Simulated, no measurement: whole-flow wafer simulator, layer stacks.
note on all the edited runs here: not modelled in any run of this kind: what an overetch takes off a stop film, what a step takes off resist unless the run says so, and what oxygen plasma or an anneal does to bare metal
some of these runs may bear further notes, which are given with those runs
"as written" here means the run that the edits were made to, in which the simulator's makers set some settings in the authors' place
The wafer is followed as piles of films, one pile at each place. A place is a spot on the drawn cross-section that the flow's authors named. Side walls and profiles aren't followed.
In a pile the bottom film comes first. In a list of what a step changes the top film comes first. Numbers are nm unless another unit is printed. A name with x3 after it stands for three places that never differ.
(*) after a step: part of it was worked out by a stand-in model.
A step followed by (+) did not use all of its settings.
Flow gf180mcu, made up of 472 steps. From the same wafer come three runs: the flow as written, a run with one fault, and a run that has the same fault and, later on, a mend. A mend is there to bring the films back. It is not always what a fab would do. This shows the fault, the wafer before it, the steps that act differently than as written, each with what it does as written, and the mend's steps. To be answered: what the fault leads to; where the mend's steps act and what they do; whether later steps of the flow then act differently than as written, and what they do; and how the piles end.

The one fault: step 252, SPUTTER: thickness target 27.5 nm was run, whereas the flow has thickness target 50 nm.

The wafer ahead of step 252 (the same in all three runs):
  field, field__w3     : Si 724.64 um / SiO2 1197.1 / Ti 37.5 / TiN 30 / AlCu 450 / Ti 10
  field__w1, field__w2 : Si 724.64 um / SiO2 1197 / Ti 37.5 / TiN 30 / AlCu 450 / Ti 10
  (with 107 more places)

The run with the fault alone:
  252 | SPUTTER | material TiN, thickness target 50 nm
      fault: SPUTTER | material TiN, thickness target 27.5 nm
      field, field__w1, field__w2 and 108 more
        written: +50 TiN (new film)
        fault: +27.5 TiN (new film)
  Steps later in the flow that act otherwise than as written (not shown: 2 more steps that differ only slightly, by at most 2% or 0.5 nm, whichever is larger):
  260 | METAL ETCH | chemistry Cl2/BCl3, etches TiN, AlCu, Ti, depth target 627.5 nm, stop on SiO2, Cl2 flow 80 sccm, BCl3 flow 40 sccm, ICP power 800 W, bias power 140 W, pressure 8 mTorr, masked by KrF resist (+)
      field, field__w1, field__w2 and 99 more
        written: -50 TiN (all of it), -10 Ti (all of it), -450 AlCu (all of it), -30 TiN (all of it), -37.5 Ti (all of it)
        fault: -27.5 TiN (all of it), -10 Ti (all of it), -450 AlCu (all of it), -30 TiN (all of it), -37.5 Ti (all of it)
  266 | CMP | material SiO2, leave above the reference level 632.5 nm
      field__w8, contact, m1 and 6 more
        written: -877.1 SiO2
        fault: -854.6 SiO2
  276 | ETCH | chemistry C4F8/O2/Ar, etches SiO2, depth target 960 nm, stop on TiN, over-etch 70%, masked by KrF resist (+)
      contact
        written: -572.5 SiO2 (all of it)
        fault: -595 SiO2 (all of it)
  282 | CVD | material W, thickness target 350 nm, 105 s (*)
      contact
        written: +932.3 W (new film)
        fault: +955 W (new film)
  By the end, the piles at field__w8, contact, m1 and 6 more depart from the flow's by more than 2% or 0.5 nm, whichever is larger.
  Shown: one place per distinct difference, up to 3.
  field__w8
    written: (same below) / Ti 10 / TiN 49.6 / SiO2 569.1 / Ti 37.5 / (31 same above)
    fault: (same below) / Ti 10 / TiN 27.1 / SiO2 591.6 / Ti 37.5 / (31 same above)
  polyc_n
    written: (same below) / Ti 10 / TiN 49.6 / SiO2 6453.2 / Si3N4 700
    fault: (same below) / Ti 10 / TiN 27.1 / SiO2 6475.7 / Si3N4 700
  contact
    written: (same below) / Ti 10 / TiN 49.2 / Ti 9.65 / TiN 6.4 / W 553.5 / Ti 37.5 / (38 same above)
    fault: (same below) / Ti 10 / TiN 26.7 / Ti 9.53 / TiN 6.32 / W 576.2 / Ti 37.5 / (38 same above)

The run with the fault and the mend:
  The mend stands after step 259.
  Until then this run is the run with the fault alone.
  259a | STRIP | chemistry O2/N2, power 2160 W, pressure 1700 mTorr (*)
      field__w8, contact, m1 and 6 more
        -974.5 KrF resist (all of it)
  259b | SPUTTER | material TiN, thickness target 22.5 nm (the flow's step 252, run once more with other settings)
      field, field__w1, field__w2 and 108 more
        +22.5 TiN
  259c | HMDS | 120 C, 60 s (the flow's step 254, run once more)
      leaves every film unchanged at each place that is followed
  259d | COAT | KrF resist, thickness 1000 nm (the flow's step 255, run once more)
      field, field__w1, field__w2 and 108 more
        +1000 KrF resist (new film)
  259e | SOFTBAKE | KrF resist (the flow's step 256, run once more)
      leaves every film unchanged at each place that is followed
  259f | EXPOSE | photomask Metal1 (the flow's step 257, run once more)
      leaves every film unchanged at each place that is followed
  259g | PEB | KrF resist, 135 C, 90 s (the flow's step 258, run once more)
      field, field__w1, field__w2 and 108 more
        -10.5 KrF resist
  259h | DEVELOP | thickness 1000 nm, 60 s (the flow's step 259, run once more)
      field, field__w1, field__w2 and 99 more
        -989.5 KrF resist (all of it)
      field__w8, contact, m1 and 6 more
        -14.9 KrF resist
  None of the later steps of the flow acts differently than as written at any place that is followed.
  At every place that both follow, the piles at the end match the flow's.
